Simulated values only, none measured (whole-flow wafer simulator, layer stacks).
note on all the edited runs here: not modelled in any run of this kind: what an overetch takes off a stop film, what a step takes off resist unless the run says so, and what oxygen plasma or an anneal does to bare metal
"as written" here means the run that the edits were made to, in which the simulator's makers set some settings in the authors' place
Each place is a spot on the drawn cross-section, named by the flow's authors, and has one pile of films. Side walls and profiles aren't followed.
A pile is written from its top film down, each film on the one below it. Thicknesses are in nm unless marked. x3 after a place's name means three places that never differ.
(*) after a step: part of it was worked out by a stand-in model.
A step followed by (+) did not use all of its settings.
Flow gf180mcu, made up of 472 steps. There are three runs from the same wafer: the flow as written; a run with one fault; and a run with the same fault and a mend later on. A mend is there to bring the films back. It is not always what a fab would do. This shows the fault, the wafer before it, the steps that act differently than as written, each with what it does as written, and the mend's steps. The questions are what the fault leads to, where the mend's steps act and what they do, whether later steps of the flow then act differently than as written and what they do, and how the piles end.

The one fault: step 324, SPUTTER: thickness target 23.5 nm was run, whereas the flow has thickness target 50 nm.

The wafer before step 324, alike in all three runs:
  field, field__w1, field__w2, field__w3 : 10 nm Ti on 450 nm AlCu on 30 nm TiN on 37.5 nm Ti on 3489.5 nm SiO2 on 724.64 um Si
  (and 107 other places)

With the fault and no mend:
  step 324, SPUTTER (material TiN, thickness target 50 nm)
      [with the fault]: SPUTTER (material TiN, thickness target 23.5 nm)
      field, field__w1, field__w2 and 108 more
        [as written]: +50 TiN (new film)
        [with the fault]: +23.5 TiN (new film)
  Steps further on in the flow that do not act as written (2 more steps, not shown, differ only slightly: by at most 2% or 0.5 nm, whichever is larger):
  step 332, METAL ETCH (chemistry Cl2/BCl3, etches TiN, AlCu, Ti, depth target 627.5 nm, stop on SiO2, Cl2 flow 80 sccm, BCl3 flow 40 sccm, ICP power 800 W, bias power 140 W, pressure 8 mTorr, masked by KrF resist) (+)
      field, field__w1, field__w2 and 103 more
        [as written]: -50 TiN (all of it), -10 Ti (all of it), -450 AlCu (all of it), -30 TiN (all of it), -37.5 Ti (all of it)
        [with the fault]: -23.5 TiN (all of it), -10 Ti (all of it), -450 AlCu (all of it), -30 TiN (all of it), -37.5 Ti (all of it)
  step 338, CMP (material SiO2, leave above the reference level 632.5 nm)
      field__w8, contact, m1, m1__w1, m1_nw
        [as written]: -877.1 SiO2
        [with the fault]: -850.6 SiO2
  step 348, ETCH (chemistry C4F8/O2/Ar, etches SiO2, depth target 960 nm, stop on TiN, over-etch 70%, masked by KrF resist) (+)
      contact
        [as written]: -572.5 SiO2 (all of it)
        [with the fault]: -599 SiO2 (all of it)
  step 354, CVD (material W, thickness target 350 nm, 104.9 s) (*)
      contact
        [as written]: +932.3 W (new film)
        [with the fault]: +959 W (new film)
  By the end, the piles at field__w8, contact, m1, m1__w1, m1_nw depart from the flow's by more than 2% or 0.5 nm, whichever is larger.
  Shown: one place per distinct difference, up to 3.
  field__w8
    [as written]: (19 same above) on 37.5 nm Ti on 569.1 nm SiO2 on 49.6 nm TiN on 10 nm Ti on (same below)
    [with the fault]: (19 same above) on 37.5 nm Ti on 595.6 nm SiO2 on 23.1 nm TiN on 10 nm Ti on (same below)
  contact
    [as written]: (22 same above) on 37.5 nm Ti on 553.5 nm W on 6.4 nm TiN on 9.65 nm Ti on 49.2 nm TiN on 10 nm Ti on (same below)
    [with the fault]: (22 same above) on 37.5 nm Ti on 580.2 nm W on 6.3 nm TiN on 9.5 nm Ti on 22.7 nm TiN on 10 nm Ti on (same below)

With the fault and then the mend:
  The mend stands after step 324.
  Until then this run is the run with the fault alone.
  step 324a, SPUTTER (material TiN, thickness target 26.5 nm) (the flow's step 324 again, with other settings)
      field, field__w1, field__w2 and 108 more
        +26.5 TiN
  Every later step of the flow that is run acts as written at every place that is followed.
  At every place that both follow, the piles at the end match the flow's.
